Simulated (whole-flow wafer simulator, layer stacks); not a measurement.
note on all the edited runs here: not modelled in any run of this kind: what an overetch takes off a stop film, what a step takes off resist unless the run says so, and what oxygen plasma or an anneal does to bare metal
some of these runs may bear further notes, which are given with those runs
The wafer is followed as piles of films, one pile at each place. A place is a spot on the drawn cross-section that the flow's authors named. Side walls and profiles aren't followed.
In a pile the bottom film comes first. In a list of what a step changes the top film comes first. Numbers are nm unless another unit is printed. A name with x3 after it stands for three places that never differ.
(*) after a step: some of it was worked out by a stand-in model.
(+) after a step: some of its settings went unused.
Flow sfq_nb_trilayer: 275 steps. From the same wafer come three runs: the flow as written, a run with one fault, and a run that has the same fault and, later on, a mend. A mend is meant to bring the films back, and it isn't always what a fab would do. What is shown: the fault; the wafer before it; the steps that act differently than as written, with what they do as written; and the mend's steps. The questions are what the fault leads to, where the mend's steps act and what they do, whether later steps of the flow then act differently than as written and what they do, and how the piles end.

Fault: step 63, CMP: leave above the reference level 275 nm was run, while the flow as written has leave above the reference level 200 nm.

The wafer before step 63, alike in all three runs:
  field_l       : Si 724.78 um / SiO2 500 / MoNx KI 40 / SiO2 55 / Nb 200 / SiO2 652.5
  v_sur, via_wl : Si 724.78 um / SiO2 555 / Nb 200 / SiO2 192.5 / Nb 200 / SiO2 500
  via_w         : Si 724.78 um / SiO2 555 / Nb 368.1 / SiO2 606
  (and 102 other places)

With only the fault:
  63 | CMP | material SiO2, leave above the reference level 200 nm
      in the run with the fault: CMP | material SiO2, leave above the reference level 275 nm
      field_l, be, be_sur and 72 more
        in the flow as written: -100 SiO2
        in the run with the fault: -25 SiO2
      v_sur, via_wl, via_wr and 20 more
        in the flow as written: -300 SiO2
        in the run with the fault: -225 SiO2
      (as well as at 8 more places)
  Steps further on in the flow that do not act as written (4 more steps, not shown, differ only slightly: by at most 2% or 0.5 nm, whichever is larger):
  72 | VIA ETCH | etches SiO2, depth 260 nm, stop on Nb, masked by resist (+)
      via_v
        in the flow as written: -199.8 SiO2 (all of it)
        in the run with the fault: -260 SiO2
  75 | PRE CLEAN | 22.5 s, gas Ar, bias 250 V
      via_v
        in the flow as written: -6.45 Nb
        in the run with the fault: -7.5 SiO2
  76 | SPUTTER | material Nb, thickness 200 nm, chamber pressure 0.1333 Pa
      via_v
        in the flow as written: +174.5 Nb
        in the run with the fault: +163.1 Nb (new film)
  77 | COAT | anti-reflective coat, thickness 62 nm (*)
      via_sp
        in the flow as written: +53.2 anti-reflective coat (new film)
        in the run with the fault: +51.9 anti-reflective coat (new film)
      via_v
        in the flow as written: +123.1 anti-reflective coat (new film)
        in the run with the fault: +136.1 anti-reflective coat (new film)
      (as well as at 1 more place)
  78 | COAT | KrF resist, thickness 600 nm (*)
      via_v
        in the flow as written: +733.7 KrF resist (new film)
        in the run with the fault: +783.4 KrF resist (new film)
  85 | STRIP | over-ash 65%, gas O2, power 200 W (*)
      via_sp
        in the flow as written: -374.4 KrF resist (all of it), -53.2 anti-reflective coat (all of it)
        in the run with the fault: -370.4 KrF resist (all of it), -51.9 anti-reflective coat (all of it)
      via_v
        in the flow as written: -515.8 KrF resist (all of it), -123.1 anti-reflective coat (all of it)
        in the run with the fault: -565.3 KrF resist (all of it), -136.1 anti-reflective coat (all of it)
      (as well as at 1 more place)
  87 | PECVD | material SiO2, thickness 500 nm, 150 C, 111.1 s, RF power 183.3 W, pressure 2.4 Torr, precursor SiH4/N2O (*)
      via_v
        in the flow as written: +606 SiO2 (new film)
        in the run with the fault: +678.7 SiO2 (new film)
  The piles end different from the flow's at field_l, v_sur, via_wl and 103 more by more than 2% or 0.5 nm, whichever is larger.
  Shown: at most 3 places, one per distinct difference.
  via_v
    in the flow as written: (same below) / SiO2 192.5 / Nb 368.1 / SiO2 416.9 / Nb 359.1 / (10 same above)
    in the run with the fault: (same below) / SiO2 192.5 / Nb 200 / SiO2 7.34 / Nb 163.1 / SiO2 489.6 / Nb 359.1 / (10 same above)
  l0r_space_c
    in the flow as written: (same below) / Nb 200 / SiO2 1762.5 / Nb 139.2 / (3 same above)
    in the run with the fault: (same below) / Nb 200 / SiO2 1837.5 / Nb 139.2 / (3 same above)
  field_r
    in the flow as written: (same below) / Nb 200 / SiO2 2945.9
    in the run with the fault: (same below) / Nb 200 / SiO2 3020.9

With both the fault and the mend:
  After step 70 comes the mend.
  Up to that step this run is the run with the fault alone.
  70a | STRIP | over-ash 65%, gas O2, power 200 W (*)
      field_l, v_sur, via_wl and 102 more
        -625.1 KrF resist (all of it), -62 anti-reflective coat (all of it)
      via_v
        -62 anti-reflective coat (all of it)
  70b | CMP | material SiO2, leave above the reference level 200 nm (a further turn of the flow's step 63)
      field_l, v_sur, via_wl and 103 more
        -75 SiO2
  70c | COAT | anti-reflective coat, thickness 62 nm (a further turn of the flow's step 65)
      field_l, v_sur, via_wl and 103 more
        +62 anti-reflective coat (new film)
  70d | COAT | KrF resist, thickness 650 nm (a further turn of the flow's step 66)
      field_l, v_sur, via_wl and 103 more
        +650 KrF resist (new film)
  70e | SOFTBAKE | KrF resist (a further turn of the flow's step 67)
      leaves every film unchanged at each place that is followed
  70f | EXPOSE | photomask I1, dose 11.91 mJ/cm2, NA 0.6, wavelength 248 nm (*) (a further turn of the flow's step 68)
      leaves every film unchanged at each place that is followed
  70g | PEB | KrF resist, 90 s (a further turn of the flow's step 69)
      field_l, v_sur, via_wl and 103 more
        -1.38 KrF resist
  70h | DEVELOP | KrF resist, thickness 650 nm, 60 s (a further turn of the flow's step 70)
      field_l, v_sur, via_wl and 102 more
        -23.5 KrF resist
      via_v
        -648.6 KrF resist (all of it)
  Every later step of the flow that is run acts as written at every place that is followed.
  At every place that both follow, the piles at the end match the flow's.
